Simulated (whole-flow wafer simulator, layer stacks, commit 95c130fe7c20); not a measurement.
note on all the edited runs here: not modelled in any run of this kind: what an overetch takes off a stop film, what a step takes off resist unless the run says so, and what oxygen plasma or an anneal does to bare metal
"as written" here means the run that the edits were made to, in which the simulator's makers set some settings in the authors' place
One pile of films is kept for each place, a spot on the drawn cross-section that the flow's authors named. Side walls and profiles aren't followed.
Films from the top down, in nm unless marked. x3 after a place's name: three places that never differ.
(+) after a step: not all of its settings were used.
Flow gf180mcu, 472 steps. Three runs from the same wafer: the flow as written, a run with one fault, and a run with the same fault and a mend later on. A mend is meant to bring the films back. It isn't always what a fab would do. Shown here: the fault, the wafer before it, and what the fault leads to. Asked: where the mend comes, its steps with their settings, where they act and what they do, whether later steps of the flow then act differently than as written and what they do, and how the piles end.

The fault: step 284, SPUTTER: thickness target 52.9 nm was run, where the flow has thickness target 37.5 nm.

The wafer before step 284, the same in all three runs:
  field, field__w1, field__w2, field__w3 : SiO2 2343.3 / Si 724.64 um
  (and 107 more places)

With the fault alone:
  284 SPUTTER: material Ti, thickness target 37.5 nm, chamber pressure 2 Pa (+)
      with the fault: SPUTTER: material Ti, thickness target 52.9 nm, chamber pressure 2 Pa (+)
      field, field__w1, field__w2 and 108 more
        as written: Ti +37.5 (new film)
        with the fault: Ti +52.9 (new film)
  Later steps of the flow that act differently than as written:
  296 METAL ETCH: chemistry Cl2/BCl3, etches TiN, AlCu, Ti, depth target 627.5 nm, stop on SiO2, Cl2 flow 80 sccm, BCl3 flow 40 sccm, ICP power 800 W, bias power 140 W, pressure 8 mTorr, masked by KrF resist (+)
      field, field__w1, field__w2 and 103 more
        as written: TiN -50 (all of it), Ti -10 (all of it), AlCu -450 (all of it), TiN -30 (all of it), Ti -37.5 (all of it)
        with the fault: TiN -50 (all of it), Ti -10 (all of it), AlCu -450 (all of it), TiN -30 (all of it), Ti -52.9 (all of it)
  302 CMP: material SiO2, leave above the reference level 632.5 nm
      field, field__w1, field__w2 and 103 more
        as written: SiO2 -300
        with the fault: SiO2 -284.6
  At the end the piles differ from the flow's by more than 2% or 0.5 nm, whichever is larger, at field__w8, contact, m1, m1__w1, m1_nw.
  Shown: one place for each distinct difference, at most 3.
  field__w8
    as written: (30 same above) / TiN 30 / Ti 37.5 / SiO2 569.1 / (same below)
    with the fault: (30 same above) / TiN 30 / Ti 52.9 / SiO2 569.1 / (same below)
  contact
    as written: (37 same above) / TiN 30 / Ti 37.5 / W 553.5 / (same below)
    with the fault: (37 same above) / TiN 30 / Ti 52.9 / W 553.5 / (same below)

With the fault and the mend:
  The mend comes after step 284.
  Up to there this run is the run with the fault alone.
  284a METAL ETCH: chemistry Cl2/BCl3, etches TiN, AlCu, Ti, depth target 15.4 nm, Cl2 flow 80 sccm, BCl3 flow 40 sccm, ICP power 800 W, bias power 140 W, pressure 8 mTorr (the flow's step 260 once more, with other settings)
      field, field__w1, field__w2 and 108 more
        Ti -15.4
  No later step of the flow acts differently than as written at any place that is followed.
  At the end the piles are the same as the flow's at every place that both follow.
